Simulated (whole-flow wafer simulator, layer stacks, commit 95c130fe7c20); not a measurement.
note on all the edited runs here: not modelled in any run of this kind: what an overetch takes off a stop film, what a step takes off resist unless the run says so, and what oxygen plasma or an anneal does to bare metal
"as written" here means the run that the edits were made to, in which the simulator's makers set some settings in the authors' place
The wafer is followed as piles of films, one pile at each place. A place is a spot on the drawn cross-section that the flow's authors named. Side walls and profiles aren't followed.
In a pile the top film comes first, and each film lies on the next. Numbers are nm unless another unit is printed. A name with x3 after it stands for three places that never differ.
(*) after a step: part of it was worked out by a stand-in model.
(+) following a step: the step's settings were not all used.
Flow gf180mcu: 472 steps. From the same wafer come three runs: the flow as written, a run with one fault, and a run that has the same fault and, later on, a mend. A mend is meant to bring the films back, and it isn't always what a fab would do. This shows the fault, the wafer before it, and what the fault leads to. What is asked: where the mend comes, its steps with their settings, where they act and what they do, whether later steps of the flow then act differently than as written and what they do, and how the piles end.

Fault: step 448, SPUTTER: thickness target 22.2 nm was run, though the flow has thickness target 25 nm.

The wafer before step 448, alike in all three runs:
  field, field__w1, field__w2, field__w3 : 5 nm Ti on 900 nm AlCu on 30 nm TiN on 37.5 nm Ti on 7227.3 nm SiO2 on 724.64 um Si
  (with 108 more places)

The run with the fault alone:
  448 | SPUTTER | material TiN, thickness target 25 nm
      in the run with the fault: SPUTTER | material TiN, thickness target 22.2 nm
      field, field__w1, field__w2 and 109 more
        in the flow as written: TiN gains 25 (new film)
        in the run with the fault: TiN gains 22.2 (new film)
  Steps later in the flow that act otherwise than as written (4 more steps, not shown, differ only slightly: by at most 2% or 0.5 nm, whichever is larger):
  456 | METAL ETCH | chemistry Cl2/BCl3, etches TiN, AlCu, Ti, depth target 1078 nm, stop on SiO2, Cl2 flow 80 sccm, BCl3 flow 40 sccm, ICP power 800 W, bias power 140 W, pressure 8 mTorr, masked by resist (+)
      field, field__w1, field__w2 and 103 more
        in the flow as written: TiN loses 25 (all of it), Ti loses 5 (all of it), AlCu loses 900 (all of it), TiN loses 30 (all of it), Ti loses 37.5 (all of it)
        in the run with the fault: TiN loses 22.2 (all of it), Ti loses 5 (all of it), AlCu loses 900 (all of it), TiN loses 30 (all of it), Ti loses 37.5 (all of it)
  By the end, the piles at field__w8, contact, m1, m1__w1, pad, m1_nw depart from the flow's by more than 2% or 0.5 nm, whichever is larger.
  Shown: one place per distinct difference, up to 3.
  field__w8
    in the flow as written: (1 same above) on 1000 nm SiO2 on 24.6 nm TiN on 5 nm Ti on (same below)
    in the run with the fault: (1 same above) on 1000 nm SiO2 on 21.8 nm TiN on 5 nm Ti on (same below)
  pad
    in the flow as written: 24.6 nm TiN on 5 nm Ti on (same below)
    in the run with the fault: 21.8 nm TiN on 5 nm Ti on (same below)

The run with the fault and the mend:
  The mend stands after step 455.
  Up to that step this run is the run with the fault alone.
  455a | STRIP | chemistry O2/N2, power 2160 W, pressure 1700 mTorr (*)
      field__w8, contact, m1, m1__w1, pad, m1_nw
        resist loses 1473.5 (all of it)
  455b | SPUTTER | material TiN, thickness target 2.8 nm (the flow's step 448 again, with other settings)
      field, field__w1, field__w2 and 109 more
        TiN gains 2.8
  455c | HMDS | 120 C, 60 s (the flow's step 450 again)
      does not change any film at any place that is followed
  455d | COAT | resist, thickness 1500 nm (the flow's step 451 again)
      field, field__w1, field__w2 and 109 more
        resist gains 1500 (new film)
  455e | SOFTBAKE | resist (the flow's step 452 again)
      does not change any film at any place that is followed
  455f | EXPOSE | photomask MetalTop (the flow's step 453 again)
      does not change any film at any place that is followed
  455g | PEB | resist, 70.3 s (the flow's step 454 again)
      field, field__w1, field__w2 and 109 more
        resist loses 26.5
  455h | DEVELOP | thickness 1500 nm, 60 s (the flow's step 455 again)
      field, field__w1, field__w2 and 103 more
        resist loses 1473.5 (all of it)
  None of the later steps of the flow acts differently than as written at any place that is followed.
  The piles end the same as the flow's at every place that both follow.
